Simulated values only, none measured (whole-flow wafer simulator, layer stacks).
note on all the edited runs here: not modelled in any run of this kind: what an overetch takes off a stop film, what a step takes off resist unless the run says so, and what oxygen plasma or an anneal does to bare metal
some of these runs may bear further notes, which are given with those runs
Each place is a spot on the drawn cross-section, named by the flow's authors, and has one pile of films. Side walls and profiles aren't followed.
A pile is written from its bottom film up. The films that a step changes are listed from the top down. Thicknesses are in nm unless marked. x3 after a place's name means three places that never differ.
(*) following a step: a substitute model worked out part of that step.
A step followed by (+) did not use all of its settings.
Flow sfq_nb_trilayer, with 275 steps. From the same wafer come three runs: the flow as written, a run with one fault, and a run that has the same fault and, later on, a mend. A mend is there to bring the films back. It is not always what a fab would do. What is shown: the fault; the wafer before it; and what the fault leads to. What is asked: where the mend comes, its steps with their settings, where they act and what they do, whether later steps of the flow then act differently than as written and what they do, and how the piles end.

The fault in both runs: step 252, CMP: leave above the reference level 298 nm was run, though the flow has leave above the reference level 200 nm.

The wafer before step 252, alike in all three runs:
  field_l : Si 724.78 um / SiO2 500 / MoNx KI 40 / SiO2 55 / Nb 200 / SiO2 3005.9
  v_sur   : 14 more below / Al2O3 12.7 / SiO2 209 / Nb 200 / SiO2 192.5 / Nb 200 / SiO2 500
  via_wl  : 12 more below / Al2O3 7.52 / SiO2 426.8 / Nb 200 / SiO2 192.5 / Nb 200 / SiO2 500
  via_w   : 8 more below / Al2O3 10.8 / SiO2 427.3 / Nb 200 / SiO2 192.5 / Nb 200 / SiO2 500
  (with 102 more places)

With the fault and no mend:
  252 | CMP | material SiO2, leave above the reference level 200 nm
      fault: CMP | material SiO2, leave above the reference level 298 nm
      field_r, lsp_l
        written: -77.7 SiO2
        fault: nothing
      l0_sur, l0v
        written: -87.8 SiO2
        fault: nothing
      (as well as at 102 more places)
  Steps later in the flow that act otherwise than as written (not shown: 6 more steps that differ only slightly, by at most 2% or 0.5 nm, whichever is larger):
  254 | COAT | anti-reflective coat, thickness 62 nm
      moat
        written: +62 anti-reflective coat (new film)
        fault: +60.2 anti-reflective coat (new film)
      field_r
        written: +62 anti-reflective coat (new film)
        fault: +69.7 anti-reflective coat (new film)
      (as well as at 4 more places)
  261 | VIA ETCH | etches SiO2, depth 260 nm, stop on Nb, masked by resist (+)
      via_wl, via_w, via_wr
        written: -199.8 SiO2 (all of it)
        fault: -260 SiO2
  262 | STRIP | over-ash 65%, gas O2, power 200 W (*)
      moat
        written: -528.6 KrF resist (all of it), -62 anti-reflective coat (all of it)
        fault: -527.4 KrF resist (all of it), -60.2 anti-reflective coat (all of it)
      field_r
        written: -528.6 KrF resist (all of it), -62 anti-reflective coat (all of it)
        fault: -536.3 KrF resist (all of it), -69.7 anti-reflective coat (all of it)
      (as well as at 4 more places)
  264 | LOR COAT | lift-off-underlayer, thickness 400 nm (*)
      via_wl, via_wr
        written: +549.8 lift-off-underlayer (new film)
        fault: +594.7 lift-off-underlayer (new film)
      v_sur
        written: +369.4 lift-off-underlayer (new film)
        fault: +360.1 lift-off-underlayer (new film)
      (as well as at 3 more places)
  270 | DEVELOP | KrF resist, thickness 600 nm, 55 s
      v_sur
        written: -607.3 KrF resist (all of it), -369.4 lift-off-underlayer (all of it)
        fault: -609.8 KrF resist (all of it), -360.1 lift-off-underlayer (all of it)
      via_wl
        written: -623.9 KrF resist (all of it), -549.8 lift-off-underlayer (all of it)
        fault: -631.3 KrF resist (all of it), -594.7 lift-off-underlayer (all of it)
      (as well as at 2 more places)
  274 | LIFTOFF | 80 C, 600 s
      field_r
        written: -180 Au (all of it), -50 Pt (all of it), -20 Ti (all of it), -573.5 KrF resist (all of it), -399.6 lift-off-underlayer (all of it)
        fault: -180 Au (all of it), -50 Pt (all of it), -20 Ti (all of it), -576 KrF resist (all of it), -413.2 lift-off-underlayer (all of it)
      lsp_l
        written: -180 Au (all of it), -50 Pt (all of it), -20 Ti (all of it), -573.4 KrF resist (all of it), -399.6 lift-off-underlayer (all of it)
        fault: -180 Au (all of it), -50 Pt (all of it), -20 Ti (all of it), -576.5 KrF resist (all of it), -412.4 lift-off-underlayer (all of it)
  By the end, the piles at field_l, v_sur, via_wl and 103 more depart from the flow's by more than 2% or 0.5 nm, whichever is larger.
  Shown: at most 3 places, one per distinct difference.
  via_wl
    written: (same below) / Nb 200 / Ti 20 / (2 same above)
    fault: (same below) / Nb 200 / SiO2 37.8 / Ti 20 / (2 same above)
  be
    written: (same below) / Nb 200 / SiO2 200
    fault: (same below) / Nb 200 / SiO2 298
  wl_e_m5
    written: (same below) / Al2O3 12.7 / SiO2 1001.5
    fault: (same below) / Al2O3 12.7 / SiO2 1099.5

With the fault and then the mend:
  After step 253 comes the mend.
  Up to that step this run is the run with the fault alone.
  253a | CMP | material SiO2, leave above the reference level 200 nm (the flow's step 252, run once more)
      field_l, v_sur, via_wl and 99 more
        -98 SiO2
      field_r, lsp_l
        -77.7 SiO2
      l0_sur, l0v
        -87.8 SiO2
  Every later step of the flow that is run acts as written at every place that is followed.
  By the end, the piles equal the flow's at every place that both follow.
